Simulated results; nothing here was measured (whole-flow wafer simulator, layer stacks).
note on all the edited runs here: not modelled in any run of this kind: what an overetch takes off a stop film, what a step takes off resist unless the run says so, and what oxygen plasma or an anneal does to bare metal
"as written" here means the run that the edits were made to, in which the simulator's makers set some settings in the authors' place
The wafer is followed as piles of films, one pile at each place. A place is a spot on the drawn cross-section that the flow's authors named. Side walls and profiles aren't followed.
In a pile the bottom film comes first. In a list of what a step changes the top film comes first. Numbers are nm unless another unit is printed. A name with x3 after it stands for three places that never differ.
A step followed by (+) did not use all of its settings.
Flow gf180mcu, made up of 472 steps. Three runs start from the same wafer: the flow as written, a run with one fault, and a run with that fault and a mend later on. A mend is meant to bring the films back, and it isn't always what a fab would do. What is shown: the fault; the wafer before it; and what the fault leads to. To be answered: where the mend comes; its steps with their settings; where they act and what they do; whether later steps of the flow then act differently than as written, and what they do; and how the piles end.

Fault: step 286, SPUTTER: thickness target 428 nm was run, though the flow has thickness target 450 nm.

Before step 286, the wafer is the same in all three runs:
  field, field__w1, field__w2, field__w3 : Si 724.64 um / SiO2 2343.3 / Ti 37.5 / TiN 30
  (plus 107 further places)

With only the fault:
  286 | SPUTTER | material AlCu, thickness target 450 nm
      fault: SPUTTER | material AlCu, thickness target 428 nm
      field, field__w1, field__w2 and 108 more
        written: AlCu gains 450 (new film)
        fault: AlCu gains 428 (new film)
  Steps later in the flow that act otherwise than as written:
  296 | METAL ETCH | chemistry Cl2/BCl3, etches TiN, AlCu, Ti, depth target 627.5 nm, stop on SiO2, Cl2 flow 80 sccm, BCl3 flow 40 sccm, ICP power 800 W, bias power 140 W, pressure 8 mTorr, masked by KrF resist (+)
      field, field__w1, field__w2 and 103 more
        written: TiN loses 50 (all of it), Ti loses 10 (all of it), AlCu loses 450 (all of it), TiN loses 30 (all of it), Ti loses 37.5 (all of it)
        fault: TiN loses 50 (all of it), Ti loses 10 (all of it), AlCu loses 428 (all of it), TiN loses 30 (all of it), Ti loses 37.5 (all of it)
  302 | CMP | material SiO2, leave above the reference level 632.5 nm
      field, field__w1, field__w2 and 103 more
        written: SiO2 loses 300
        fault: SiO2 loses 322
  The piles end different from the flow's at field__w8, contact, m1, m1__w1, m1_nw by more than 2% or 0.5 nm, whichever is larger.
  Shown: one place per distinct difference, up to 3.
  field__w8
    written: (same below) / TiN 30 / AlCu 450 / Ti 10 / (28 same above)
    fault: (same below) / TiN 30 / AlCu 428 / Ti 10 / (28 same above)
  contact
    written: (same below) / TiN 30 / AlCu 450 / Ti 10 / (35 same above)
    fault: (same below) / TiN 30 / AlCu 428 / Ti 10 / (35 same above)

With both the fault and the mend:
  After step 286 comes the mend.
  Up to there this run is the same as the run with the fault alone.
  286a | SPUTTER | material AlCu, thickness target 22 nm (the flow's step 286 again, with other settings)
      field, field__w1, field__w2 and 108 more
        AlCu gains 22
  Every later step of the flow that is run acts as written at every place that is followed.
  By the end, the piles equal the flow's at every place that both follow.
